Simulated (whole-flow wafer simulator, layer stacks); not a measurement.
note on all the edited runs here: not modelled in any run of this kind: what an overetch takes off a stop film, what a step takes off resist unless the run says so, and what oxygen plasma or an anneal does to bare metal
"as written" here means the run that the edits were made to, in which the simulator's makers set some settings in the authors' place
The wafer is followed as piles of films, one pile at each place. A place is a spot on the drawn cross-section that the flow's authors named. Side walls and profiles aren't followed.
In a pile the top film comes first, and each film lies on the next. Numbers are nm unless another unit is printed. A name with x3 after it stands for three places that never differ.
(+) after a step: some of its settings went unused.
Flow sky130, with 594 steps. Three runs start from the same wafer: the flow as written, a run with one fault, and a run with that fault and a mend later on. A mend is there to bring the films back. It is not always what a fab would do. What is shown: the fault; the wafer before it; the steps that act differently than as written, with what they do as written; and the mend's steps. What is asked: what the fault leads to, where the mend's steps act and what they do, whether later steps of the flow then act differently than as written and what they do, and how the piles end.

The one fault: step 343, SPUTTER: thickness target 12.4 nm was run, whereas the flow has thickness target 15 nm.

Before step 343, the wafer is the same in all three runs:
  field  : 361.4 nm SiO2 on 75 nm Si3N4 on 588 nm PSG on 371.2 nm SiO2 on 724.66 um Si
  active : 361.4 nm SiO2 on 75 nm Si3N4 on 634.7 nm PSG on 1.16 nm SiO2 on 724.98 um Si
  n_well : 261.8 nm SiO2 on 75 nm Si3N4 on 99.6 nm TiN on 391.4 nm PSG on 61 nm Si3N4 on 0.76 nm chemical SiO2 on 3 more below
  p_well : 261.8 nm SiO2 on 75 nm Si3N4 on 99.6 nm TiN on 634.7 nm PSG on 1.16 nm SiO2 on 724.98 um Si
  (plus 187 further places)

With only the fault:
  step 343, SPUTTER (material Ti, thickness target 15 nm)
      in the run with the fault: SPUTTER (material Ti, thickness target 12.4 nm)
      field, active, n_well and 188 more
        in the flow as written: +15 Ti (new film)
        in the run with the fault: +12.4 Ti (new film)
  Steps further on in the flow that do not act as written (17 more steps, not shown, differ only slightly: by at most 2% or 0.5 nm, whichever is larger):
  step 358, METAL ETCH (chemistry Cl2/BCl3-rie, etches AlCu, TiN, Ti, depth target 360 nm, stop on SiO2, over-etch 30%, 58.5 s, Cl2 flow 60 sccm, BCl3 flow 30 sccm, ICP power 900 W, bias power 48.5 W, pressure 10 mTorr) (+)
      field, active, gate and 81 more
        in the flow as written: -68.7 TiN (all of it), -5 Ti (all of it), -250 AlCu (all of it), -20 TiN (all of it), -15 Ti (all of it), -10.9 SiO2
        in the run with the fault: -68.7 TiN (all of it), -5 Ti (all of it), -250 AlCu (all of it), -20 TiN (all of it), -12.4 Ti (all of it), -11.2 SiO2
  The piles end different from the flow's at n_well, p_well, gate_hv and 104 more by more than 2% or 0.5 nm, whichever is larger.
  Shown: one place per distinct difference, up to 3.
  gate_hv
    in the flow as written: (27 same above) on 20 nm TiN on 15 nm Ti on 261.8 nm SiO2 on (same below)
    in the run with the fault: (27 same above) on 20 nm TiN on 12.4 nm Ti on 261.8 nm SiO2 on (same below)
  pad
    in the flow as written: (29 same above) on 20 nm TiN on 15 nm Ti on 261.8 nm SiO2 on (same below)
    in the run with the fault: (29 same above) on 20 nm TiN on 12.4 nm Ti on 261.8 nm SiO2 on (same below)
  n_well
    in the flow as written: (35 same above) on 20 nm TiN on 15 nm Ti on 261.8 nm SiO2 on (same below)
    in the run with the fault: (35 same above) on 20 nm TiN on 12.4 nm Ti on 261.8 nm SiO2 on (same below)

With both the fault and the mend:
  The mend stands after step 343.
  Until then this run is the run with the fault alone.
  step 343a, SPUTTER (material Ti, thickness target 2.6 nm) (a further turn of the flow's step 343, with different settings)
      field, active, n_well and 188 more
        +2.6 Ti
  Every later step of the flow that is run acts as written at every place that is followed.
  At every place that both follow, the piles at the end match the flow's.
